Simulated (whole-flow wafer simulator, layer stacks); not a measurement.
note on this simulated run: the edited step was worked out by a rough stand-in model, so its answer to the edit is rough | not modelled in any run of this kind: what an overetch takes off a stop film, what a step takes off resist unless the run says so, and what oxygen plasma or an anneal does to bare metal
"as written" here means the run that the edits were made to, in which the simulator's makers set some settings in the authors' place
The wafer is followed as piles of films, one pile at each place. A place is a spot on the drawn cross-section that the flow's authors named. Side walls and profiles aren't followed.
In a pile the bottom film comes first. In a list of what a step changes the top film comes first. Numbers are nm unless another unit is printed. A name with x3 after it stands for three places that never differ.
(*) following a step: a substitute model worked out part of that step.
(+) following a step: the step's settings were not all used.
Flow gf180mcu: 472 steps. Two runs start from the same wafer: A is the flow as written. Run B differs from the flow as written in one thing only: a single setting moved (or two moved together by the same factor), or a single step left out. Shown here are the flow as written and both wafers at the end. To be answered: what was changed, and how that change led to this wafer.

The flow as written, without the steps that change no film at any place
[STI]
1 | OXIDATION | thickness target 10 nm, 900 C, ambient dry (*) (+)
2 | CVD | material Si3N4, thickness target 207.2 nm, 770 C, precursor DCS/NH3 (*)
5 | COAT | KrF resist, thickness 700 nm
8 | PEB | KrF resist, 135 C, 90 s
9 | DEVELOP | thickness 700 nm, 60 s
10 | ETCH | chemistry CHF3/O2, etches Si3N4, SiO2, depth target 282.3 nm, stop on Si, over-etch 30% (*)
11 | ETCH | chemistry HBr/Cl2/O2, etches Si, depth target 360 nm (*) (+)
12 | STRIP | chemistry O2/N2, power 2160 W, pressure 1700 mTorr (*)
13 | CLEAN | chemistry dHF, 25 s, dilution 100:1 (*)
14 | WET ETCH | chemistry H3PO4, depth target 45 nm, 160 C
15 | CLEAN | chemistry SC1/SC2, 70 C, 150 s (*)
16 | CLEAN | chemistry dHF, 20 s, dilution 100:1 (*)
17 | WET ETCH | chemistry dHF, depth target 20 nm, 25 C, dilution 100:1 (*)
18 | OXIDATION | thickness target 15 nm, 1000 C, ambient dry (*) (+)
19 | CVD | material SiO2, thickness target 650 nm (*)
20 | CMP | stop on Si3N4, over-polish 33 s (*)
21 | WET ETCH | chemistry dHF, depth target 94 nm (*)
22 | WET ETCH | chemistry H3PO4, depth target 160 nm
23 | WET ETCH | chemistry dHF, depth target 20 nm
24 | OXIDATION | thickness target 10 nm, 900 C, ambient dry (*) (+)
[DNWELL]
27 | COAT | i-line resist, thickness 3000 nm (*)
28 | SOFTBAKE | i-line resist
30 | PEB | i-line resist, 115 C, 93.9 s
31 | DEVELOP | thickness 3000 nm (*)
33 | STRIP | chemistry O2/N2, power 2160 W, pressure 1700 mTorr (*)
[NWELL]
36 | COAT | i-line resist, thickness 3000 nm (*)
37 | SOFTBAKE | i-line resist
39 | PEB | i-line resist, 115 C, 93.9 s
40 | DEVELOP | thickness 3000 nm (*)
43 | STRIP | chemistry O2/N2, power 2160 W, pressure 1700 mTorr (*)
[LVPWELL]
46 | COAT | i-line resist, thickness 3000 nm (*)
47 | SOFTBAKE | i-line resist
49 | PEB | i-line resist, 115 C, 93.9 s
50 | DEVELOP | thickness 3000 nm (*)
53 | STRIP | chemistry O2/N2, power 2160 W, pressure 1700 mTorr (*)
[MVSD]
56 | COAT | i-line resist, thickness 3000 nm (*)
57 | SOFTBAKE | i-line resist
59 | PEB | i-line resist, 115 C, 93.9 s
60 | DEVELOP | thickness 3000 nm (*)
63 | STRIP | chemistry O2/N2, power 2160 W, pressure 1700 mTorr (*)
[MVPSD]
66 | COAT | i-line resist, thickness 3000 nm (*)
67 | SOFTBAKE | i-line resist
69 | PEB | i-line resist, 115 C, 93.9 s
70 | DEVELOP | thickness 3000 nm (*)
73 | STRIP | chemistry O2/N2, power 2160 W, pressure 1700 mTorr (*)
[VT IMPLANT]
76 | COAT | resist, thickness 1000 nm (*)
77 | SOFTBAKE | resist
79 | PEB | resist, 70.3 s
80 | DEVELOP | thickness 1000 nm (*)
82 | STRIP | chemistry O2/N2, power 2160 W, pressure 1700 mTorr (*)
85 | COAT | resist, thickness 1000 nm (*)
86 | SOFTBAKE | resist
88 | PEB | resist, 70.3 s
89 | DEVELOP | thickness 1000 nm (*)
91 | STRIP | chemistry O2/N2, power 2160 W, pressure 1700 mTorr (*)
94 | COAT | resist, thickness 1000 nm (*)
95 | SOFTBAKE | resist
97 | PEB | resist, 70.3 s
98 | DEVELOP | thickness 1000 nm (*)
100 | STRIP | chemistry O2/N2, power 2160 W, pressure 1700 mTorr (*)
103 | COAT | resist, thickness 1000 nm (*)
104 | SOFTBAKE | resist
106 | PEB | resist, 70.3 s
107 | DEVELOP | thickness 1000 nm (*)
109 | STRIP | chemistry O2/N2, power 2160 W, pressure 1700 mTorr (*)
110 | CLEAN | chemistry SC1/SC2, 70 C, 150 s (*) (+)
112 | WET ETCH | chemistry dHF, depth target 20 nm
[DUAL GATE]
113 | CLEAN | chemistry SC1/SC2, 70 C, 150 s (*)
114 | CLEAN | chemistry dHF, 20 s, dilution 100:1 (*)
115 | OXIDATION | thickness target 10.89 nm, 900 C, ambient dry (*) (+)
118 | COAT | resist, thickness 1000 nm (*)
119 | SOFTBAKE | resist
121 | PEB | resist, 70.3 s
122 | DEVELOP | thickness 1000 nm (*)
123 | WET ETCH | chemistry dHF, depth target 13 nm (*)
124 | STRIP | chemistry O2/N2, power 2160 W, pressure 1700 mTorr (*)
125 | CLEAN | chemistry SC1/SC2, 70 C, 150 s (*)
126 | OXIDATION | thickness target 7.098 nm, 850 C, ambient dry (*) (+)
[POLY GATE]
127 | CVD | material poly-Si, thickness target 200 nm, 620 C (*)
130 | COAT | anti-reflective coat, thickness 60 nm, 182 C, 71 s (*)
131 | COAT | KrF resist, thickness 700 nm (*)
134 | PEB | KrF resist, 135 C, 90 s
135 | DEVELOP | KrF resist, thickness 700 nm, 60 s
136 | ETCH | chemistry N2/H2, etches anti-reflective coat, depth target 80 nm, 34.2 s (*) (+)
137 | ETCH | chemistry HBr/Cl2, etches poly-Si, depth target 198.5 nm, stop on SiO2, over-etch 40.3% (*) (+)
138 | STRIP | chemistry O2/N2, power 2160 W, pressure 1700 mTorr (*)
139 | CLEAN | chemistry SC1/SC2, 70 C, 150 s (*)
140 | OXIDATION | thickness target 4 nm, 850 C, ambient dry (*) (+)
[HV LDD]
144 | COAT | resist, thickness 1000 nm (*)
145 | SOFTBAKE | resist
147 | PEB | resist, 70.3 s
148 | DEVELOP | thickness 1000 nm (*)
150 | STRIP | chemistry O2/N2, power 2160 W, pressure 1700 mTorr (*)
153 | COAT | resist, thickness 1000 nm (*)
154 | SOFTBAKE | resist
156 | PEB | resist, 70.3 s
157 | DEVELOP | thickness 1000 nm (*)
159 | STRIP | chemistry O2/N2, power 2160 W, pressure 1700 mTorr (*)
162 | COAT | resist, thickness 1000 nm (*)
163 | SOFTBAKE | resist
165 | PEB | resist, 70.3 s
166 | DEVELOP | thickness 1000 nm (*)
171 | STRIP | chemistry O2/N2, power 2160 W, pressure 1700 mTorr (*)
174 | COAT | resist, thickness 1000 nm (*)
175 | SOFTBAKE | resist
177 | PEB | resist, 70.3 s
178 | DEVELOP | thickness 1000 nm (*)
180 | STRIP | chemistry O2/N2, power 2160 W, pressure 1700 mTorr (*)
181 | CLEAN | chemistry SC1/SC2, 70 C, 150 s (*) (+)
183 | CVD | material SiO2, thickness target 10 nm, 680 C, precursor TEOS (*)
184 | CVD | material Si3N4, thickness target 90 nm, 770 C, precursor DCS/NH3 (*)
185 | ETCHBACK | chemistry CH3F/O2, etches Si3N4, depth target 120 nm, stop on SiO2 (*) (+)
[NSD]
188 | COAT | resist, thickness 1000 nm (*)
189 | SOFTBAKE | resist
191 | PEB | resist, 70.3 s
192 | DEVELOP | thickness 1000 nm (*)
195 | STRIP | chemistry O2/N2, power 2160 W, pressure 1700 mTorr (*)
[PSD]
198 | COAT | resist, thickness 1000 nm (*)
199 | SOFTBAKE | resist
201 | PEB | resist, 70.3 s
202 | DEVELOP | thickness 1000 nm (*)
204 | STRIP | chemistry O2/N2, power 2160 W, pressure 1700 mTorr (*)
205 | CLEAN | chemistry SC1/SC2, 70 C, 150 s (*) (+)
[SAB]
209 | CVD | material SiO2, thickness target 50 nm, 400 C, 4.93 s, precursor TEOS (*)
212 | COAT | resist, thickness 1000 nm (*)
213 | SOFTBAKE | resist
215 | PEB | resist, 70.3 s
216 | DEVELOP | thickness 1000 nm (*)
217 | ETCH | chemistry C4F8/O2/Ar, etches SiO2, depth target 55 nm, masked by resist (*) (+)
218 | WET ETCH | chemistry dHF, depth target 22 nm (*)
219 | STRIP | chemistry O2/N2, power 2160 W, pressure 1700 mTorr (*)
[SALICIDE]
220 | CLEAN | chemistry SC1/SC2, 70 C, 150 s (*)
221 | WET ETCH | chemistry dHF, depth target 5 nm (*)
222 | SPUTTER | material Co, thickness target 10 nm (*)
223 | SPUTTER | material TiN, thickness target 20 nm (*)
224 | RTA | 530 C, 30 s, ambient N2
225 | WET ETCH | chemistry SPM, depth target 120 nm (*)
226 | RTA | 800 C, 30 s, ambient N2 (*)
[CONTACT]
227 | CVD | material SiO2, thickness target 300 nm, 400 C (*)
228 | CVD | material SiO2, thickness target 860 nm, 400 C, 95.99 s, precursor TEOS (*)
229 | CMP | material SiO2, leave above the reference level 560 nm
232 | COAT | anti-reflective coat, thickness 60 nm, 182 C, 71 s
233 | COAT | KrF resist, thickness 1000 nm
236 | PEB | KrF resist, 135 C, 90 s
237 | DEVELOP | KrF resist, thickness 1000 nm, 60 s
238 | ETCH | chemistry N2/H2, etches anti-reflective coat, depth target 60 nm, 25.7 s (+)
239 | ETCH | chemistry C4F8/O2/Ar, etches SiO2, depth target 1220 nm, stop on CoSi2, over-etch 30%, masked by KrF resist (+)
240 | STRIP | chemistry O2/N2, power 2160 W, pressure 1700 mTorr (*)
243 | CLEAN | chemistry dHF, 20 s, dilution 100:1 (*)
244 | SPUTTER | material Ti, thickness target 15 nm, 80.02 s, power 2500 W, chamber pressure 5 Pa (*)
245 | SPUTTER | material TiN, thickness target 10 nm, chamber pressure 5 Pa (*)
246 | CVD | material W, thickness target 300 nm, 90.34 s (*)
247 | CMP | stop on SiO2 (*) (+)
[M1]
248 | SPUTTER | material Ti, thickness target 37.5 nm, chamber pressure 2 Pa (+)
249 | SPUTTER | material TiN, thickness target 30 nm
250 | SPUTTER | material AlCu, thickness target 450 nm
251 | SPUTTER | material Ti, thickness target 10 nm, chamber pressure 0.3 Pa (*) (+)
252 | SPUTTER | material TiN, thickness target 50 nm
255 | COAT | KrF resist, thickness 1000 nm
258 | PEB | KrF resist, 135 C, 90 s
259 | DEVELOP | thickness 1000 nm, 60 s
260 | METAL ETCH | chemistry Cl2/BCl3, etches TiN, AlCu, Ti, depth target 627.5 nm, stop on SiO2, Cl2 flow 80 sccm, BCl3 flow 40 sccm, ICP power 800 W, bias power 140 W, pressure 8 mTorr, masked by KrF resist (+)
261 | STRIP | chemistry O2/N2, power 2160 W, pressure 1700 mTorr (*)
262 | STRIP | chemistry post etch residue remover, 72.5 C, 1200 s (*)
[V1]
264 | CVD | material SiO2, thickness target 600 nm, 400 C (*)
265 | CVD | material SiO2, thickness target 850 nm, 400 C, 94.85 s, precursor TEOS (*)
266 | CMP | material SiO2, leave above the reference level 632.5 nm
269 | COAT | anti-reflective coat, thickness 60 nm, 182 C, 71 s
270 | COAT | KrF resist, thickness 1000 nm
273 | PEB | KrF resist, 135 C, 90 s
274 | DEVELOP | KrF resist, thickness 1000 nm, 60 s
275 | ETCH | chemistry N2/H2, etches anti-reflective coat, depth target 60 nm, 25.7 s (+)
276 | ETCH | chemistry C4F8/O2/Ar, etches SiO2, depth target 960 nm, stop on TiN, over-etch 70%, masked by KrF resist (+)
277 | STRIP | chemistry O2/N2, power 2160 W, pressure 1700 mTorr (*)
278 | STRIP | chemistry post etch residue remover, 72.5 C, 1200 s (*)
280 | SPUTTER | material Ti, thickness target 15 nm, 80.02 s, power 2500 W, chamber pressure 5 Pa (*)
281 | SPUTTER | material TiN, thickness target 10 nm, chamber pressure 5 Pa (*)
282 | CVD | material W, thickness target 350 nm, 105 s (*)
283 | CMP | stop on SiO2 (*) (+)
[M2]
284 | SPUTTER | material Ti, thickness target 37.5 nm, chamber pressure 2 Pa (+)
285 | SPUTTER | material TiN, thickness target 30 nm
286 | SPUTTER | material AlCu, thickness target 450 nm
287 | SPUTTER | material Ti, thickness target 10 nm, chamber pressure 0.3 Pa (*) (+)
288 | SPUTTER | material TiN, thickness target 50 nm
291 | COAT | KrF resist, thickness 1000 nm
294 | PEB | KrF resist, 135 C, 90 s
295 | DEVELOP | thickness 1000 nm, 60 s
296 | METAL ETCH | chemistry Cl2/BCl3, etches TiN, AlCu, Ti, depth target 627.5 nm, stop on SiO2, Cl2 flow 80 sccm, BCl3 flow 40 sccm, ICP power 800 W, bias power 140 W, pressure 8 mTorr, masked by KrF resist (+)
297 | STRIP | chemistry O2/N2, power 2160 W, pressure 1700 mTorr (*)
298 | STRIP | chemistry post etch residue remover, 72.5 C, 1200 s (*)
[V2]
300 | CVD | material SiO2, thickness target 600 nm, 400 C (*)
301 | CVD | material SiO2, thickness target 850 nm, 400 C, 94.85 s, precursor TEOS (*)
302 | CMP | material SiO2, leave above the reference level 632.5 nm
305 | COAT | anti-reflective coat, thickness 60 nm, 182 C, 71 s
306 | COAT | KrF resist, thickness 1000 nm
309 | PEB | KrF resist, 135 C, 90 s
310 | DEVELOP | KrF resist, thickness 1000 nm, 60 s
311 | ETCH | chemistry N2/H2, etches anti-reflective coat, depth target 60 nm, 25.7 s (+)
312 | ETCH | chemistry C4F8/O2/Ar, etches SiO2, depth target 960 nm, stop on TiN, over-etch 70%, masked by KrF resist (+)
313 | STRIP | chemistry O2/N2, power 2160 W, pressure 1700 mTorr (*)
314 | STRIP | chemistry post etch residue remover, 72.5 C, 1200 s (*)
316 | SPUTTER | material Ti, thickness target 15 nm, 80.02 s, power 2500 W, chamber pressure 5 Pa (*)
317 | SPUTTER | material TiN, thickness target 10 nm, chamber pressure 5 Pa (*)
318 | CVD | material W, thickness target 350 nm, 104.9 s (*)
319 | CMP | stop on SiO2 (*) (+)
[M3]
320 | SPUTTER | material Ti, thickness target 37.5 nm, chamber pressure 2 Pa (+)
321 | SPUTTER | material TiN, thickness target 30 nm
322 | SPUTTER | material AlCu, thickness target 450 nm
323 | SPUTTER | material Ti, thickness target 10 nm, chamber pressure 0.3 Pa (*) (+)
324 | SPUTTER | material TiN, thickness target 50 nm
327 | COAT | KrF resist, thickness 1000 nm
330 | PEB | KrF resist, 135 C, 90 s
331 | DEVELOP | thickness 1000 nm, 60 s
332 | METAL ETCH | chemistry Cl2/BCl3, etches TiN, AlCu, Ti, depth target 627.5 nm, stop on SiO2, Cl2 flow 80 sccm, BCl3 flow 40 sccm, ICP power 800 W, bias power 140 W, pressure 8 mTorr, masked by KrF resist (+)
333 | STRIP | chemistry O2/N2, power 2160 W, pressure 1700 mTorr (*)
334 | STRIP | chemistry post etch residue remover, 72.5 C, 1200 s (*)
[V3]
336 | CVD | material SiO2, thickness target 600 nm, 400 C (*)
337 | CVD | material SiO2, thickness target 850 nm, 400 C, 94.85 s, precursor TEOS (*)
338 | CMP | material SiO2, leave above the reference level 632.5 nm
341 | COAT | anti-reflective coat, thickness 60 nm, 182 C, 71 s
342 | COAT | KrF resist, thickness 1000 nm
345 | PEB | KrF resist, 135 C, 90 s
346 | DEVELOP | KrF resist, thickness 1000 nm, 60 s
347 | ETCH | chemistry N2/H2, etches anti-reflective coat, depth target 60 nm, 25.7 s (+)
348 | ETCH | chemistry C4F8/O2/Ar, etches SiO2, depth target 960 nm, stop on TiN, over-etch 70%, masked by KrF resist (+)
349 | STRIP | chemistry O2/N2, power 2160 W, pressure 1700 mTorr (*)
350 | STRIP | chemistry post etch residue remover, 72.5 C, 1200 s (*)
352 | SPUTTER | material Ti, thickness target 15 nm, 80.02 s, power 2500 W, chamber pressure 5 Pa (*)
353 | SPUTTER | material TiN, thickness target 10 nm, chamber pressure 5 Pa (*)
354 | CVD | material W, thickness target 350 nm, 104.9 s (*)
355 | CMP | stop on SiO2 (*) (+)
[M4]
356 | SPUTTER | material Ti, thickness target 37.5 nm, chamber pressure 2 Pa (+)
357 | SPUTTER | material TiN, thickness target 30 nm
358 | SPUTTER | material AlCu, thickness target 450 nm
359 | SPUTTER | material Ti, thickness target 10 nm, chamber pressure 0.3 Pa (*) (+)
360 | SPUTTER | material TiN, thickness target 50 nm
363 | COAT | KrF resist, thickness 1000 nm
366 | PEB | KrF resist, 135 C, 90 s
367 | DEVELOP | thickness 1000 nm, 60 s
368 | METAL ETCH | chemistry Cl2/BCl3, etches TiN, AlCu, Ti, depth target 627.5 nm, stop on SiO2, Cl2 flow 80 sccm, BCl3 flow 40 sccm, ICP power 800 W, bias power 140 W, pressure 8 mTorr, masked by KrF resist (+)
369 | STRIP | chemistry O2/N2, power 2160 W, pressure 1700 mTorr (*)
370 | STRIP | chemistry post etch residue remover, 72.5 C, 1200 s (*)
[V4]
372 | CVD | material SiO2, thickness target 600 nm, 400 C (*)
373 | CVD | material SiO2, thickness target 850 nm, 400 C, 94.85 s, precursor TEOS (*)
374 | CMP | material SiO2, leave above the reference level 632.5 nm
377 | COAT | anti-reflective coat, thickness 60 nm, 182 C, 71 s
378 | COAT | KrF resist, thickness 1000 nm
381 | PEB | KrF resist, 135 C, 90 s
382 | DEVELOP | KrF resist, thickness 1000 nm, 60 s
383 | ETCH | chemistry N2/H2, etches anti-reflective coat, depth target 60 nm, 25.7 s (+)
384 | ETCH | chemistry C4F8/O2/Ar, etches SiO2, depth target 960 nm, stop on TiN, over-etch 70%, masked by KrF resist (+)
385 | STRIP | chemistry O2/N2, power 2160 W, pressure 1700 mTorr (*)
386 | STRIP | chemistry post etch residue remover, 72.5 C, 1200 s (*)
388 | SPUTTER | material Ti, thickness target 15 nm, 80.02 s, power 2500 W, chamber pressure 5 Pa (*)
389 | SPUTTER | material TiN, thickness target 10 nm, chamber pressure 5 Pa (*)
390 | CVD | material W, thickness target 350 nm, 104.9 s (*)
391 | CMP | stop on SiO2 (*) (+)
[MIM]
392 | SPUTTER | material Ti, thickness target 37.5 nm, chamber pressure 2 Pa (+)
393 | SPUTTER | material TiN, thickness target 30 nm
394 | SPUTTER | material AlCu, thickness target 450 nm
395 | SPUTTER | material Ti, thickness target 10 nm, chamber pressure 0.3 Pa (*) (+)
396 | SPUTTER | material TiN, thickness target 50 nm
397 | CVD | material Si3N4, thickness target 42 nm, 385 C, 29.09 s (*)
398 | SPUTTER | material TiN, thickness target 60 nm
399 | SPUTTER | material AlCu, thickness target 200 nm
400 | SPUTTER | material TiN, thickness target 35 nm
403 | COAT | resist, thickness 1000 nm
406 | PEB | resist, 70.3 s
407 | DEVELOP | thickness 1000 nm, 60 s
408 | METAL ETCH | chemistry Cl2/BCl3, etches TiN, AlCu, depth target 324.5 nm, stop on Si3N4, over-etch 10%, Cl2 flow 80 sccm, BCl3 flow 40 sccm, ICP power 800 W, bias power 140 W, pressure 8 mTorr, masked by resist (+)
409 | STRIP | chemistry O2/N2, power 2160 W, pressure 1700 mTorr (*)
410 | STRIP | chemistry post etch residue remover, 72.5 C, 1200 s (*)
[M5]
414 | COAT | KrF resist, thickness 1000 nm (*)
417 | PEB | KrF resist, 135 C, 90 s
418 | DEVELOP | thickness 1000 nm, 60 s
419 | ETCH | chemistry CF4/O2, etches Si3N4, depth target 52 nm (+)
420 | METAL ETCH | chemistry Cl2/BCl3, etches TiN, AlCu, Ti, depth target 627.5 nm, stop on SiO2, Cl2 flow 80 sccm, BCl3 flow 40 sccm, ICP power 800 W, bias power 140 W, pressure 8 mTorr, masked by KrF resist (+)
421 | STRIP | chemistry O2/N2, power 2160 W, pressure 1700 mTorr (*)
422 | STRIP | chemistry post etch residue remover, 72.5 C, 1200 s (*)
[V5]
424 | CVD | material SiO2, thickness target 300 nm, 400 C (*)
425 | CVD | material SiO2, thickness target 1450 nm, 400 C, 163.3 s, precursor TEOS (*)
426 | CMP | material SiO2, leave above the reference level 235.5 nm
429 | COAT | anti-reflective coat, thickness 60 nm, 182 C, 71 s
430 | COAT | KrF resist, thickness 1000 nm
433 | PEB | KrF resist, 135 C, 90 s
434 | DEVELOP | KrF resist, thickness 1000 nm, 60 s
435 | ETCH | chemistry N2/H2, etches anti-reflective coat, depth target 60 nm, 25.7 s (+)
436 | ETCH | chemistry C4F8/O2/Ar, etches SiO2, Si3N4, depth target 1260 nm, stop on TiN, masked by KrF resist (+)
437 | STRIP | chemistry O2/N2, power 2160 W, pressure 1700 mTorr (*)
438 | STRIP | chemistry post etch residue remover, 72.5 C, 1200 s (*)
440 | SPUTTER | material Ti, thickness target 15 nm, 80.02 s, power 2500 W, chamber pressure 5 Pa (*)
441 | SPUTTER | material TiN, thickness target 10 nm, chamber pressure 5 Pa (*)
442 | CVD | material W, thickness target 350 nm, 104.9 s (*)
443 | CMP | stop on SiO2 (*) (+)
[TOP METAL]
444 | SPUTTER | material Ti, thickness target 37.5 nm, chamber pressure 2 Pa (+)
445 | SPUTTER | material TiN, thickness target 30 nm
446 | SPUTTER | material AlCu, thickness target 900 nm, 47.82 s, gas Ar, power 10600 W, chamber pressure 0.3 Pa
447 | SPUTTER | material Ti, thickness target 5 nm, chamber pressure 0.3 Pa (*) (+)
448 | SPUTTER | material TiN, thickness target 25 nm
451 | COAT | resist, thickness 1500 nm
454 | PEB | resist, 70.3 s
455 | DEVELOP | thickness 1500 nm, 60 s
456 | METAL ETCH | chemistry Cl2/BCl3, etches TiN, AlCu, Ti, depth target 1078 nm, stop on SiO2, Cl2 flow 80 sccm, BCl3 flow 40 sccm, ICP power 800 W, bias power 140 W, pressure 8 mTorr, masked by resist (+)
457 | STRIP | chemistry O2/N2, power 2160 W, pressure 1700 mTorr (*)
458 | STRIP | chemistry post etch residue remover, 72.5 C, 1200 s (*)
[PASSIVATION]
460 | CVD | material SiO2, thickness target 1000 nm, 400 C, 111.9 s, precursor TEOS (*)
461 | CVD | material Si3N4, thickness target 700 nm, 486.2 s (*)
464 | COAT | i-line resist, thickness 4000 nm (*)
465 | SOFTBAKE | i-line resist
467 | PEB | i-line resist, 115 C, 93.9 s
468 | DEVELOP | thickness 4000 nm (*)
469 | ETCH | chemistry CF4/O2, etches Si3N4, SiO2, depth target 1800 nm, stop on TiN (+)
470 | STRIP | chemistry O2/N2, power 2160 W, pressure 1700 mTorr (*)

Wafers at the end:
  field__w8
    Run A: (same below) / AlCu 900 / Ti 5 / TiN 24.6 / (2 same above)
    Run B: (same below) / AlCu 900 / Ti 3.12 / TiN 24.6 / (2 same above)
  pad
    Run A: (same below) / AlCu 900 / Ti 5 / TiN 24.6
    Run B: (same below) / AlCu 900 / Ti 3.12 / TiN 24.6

Cause: step 447, SPUTTER: thickness target 3.12 nm was run, whereas the flow has thickness target 5 nm.
The wafer lets one read it off: field__w8 has Ti 3.12, and step 447 as written asks for 5 nm.

How this came from the change, step by step:
  447 | SPUTTER | material Ti, thickness target 5 nm, chamber pressure 0.3 Pa (*) (+)
      field, field__w1, field__w2 and 109 more: A Ti gains 5 (new film) | B Ti gains 3.12 (new film)
  456 | METAL ETCH | chemistry Cl2/BCl3, etches TiN, AlCu, Ti, depth target 1078 nm, stop on SiO2, Cl2 flow 80 sccm, BCl3 flow 40 sccm, ICP power 800 W, bias power 140 W, pressure 8 mTorr, masked by resist (+)
      field, field__w1, field__w2 and 103 more: A TiN loses 25 (all of it), Ti loses 5 (all of it), AlCu loses 900 (all of it), TiN loses 30 (all of it), Ti loses 37.5 (all of it) | B TiN loses 25 (all of it), Ti loses 3.12 (all of it), AlCu loses 900 (all of it), TiN loses 30 (all of it), Ti loses 37.5 (all of it)
